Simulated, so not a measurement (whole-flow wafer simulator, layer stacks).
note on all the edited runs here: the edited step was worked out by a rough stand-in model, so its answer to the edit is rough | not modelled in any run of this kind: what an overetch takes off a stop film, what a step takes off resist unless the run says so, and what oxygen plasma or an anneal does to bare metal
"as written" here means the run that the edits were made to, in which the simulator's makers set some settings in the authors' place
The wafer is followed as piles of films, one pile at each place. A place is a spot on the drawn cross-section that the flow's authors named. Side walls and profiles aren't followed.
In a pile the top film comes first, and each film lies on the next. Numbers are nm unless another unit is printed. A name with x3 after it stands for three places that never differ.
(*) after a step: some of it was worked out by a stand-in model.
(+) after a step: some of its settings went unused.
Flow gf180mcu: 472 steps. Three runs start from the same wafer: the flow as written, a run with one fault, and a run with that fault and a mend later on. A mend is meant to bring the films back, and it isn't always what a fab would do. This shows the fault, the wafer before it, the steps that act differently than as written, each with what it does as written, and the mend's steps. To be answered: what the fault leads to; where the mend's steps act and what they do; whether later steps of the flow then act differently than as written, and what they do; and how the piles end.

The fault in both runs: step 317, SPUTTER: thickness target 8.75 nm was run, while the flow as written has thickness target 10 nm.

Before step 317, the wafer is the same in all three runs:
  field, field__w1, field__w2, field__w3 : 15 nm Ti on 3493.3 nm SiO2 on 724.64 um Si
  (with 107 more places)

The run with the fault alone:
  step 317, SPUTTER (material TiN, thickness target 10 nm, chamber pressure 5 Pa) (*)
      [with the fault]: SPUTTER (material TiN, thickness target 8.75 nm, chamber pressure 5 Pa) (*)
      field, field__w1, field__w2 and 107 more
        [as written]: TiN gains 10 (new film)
        [with the fault]: TiN gains 8.75 (new film)
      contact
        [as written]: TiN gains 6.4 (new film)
        [with the fault]: TiN gains 5.6 (new film)
  Steps later in the flow that act otherwise than as written (1 more step, not shown, differs only slightly: by at most 2% or 0.5 nm, whichever is larger):
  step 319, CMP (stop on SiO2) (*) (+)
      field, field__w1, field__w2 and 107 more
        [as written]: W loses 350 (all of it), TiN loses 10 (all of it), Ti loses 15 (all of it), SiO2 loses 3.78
        [with the fault]: W loses 350 (all of it), TiN loses 8.75 (all of it), Ti loses 15 (all of it), SiO2 loses 3.77
  By the end, the piles at contact depart from the flow's by more than 2% or 0.5 nm, whichever is larger.
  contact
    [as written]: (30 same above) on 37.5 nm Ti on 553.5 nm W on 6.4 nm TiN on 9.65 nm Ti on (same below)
    [with the fault]: (30 same above) on 37.5 nm Ti on 554.3 nm W on 5.6 nm TiN on 9.65 nm Ti on (same below)

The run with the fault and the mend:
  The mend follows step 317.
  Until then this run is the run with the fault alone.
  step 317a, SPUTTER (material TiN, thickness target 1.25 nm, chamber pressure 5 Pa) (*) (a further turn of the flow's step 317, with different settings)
      field, field__w1, field__w2 and 107 more
        TiN gains 1.25
      contact
        TiN gains 0.8
  Every later step of the flow that is run acts as written at every place that is followed.
  At every place that both follow, the piles at the end match the flow's.
